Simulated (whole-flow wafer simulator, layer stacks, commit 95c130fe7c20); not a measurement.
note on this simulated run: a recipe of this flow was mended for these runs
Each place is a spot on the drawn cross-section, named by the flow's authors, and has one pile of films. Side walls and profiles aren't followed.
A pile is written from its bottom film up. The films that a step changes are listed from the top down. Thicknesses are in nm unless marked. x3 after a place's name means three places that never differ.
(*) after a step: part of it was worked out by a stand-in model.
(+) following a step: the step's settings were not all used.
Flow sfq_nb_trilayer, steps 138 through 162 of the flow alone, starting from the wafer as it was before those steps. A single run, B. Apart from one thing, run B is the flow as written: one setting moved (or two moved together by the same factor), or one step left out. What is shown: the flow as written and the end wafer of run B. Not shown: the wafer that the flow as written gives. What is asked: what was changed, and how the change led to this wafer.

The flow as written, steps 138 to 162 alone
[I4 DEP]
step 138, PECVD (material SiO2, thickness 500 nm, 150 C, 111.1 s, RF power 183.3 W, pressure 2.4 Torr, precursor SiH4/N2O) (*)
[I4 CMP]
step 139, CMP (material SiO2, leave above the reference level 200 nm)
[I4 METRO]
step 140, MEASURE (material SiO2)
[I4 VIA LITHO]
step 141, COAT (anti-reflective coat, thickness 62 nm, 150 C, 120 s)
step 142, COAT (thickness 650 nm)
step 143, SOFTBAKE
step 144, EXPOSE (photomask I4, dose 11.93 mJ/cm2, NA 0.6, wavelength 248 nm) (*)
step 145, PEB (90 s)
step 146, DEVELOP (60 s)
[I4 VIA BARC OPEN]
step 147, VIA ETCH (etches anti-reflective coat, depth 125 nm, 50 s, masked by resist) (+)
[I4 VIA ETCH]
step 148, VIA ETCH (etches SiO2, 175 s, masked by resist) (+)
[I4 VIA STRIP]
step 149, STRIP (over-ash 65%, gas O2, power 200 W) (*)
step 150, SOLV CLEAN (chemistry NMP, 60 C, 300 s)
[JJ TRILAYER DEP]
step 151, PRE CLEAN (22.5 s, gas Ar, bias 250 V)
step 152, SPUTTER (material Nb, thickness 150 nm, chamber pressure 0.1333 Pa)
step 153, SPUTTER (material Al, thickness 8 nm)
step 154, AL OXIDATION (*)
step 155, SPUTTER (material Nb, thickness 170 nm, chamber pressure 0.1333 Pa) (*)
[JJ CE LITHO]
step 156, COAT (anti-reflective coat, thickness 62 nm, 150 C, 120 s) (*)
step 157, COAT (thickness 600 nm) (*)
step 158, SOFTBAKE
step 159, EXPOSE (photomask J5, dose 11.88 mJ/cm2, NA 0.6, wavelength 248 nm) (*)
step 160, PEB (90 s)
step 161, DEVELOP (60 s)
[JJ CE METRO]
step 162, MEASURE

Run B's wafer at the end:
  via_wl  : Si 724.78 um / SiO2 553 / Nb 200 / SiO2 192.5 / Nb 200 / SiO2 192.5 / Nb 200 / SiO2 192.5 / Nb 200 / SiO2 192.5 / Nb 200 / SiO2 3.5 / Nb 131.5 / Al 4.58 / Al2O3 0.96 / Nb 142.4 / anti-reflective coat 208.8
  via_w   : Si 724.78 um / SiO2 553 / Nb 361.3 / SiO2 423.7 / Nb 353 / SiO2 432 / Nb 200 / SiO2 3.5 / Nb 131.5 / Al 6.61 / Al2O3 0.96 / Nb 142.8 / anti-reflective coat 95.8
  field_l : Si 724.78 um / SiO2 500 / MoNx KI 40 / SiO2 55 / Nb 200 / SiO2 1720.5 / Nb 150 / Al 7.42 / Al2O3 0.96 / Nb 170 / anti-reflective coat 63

What caused this: step 148, VIA ETCH: 127 s was run, though the flow has 175 s.

The path from the change to this, step by step:
  step 148, VIA ETCH (etches SiO2, 175 s, masked by resist) (+)
      via_wl, via_w, via_wr: SiO2 loses 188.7 (it would be, as written: SiO2 loses 199.7 (all of it), Nb loses 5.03)
      field_l, v_sur, via_sp and 100 more: KrF-resist-other-grade loses 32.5 (it would be, as written: KrF-resist-other-grade loses 44.8)
  step 149, STRIP (over-ash 65%, gas O2, power 200 W) (*)
      field_l, v_sur, via_sp and 100 more: KrF-resist-other-grade loses 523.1 (all of it), anti-reflective coat loses 62 (all of it) (it would be, as written: KrF-resist-other-grade loses 510.8 (all of it), anti-reflective coat loses 62 (all of it))
  step 151, PRE CLEAN (22.5 s, gas Ar, bias 250 V)
      via_wl, via_w, via_wr: SiO2 loses 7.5 (it would be, as written: Nb loses 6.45)
  step 152, SPUTTER (material Nb, thickness 150 nm, chamber pressure 0.1333 Pa)
      via_wl, via_w, via_wr: Nb gains 131.5 (new film) (it would be, as written: Nb gains 129.8)
  step 156, COAT (anti-reflective coat, thickness 62 nm, 150 C, 120 s) (*)
      via_wl, via_wr: anti-reflective coat gains 208.8 (new film) (it would be, as written: anti-reflective coat gains 224.3 (new film))
Taking metal films that touch as one body, via_wl has 7 bodies (between them, from the top down: Al2O3 0.96; SiO2 3.5; SiO2 192.5; SiO2 192.5; SiO2 192.5; SiO2 192.5); the flow as written gives 6 bodies (between them, from the top down: Al2O3 0.96; SiO2 192.5; SiO2 192.5; SiO2 192.5; SiO2 192.5).
Taking metal films that touch as one body, via_w has 5 bodies (between them, from the top down: Al2O3 0.96; SiO2 3.5; SiO2 432; SiO2 423.7); the flow as written gives 4 bodies (between them, from the top down: Al2O3 0.96; SiO2 432; SiO2 423.7).
